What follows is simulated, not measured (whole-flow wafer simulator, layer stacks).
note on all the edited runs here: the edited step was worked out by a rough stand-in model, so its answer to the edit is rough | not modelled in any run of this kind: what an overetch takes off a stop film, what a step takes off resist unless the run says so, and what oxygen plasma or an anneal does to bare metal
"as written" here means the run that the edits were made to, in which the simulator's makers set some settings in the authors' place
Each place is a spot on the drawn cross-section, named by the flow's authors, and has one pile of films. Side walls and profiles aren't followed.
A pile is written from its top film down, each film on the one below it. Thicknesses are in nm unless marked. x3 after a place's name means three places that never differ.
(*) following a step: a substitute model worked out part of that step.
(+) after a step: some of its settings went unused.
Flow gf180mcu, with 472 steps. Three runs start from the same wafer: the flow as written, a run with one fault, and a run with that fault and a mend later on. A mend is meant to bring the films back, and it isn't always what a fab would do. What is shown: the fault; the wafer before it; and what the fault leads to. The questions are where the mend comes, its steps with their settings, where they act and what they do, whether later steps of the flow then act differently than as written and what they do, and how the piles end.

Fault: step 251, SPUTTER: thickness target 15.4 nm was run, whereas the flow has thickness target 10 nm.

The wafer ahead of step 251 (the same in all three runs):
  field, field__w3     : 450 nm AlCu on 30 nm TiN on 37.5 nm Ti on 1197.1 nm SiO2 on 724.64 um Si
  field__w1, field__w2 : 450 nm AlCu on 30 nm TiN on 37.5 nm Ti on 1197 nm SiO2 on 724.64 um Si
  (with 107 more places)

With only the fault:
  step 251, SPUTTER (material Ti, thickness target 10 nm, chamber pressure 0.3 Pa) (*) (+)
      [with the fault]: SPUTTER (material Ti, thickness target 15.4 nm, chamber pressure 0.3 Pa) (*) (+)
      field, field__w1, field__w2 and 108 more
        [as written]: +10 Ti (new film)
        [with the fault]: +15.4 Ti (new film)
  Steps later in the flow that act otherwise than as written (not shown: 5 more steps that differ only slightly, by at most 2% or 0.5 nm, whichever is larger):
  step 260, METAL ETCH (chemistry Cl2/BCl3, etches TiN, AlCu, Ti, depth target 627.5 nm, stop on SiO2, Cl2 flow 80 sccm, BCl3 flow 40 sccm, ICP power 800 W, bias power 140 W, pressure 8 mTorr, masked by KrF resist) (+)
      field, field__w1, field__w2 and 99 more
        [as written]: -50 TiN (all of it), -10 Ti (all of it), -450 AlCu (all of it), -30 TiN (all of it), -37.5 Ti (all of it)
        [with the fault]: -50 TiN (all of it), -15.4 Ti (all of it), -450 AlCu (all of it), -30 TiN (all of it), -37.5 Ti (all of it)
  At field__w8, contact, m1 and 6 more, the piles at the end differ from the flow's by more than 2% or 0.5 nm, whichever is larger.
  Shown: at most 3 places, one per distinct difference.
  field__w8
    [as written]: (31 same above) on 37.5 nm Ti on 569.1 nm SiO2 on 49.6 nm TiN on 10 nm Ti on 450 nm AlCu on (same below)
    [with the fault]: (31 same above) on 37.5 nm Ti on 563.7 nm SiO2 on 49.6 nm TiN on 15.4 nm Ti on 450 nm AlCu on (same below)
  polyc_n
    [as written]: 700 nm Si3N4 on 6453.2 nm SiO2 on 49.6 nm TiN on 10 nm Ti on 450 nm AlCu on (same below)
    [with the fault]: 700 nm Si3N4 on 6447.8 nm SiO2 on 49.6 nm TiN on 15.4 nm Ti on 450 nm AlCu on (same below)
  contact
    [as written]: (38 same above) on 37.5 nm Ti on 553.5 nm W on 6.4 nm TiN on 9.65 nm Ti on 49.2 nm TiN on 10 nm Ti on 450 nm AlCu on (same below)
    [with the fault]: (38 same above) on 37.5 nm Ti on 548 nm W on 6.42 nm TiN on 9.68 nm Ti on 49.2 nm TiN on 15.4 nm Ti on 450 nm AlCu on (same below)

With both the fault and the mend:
  The mend follows step 251.
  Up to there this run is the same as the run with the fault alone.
  step 251a, METAL ETCH (chemistry Cl2/BCl3, etches TiN, AlCu, Ti, depth target 5.4 nm, Cl2 flow 80 sccm, BCl3 flow 40 sccm, ICP power 800 W, bias power 140 W, pressure 8 mTorr)
      field, field__w1, field__w2 and 108 more
        -5.4 Ti
  None of the later steps of the flow acts differently than as written at any place that is followed.
  At every place that both follow, the piles at the end match the flow's.
